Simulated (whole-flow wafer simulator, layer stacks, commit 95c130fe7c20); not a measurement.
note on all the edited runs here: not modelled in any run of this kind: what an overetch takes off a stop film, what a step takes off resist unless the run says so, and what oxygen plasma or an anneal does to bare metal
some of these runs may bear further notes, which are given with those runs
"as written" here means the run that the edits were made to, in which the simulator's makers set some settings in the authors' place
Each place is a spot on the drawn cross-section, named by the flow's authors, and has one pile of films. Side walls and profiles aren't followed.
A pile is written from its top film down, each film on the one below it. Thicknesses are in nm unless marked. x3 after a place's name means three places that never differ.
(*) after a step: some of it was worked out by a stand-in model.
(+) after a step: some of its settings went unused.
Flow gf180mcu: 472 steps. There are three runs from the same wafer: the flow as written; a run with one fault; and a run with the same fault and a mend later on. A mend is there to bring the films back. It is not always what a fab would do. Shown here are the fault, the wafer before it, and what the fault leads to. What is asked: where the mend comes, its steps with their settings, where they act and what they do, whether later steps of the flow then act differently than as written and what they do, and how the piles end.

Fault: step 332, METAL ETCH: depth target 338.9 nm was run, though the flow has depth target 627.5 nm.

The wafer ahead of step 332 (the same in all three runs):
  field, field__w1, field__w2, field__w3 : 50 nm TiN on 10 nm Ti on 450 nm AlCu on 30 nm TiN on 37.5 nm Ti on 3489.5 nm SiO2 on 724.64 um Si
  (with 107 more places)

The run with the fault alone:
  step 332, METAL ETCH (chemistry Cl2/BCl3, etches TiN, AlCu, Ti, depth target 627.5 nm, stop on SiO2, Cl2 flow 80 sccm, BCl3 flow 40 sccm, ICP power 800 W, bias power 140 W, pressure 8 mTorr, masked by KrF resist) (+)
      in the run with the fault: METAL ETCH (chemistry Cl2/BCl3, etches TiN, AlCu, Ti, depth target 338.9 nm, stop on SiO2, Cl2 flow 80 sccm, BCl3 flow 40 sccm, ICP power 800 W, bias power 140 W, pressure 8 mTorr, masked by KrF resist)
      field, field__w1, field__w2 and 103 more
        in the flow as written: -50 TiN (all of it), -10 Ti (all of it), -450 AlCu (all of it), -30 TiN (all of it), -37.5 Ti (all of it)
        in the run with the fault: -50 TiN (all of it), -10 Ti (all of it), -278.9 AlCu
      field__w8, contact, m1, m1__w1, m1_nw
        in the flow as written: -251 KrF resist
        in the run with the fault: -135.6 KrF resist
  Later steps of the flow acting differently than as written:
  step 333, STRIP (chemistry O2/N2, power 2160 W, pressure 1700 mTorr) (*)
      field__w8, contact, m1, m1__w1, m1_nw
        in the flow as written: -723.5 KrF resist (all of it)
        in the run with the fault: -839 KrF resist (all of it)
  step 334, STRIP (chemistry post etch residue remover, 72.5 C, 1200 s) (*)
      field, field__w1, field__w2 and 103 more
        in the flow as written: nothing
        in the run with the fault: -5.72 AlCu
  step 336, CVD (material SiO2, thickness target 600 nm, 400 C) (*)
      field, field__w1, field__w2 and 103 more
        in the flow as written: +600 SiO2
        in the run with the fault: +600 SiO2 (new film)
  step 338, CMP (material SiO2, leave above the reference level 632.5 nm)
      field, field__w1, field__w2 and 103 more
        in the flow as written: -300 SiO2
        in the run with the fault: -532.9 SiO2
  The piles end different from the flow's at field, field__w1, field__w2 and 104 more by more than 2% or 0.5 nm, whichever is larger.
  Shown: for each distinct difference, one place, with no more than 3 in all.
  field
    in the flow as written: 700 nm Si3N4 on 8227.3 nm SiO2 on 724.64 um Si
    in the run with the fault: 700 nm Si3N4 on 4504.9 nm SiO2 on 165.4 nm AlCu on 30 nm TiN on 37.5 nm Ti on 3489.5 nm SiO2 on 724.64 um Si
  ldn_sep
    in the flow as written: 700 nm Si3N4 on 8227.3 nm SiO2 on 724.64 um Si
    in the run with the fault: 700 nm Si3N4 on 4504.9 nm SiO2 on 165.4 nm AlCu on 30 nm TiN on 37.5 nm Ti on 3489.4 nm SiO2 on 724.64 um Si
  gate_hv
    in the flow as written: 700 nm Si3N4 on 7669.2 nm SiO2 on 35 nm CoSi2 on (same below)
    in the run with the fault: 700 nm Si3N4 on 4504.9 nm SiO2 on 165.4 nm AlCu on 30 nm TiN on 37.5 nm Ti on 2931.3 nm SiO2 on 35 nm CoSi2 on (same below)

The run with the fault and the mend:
  The mend follows step 332.
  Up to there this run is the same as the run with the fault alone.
  step 332a, METAL ETCH (chemistry Cl2/BCl3, etches TiN, AlCu, Ti, depth target 288.6 nm, stop on SiO2, Cl2 flow 80 sccm, BCl3 flow 40 sccm, ICP power 800 W, bias power 140 W, pressure 8 mTorr, masked by KrF resist) (+) (a further turn of the flow's step 332, with different settings)
      field, field__w1, field__w2 and 103 more
        -171.1 AlCu (all of it), -30 TiN (all of it), -37.5 Ti (all of it)
      field__w8, contact, m1, m1__w1, m1_nw
        -115.4 KrF resist
  Every later step of the flow that is run acts as written at every place that is followed.
  The piles end the same as the flow's at every place that both follow.
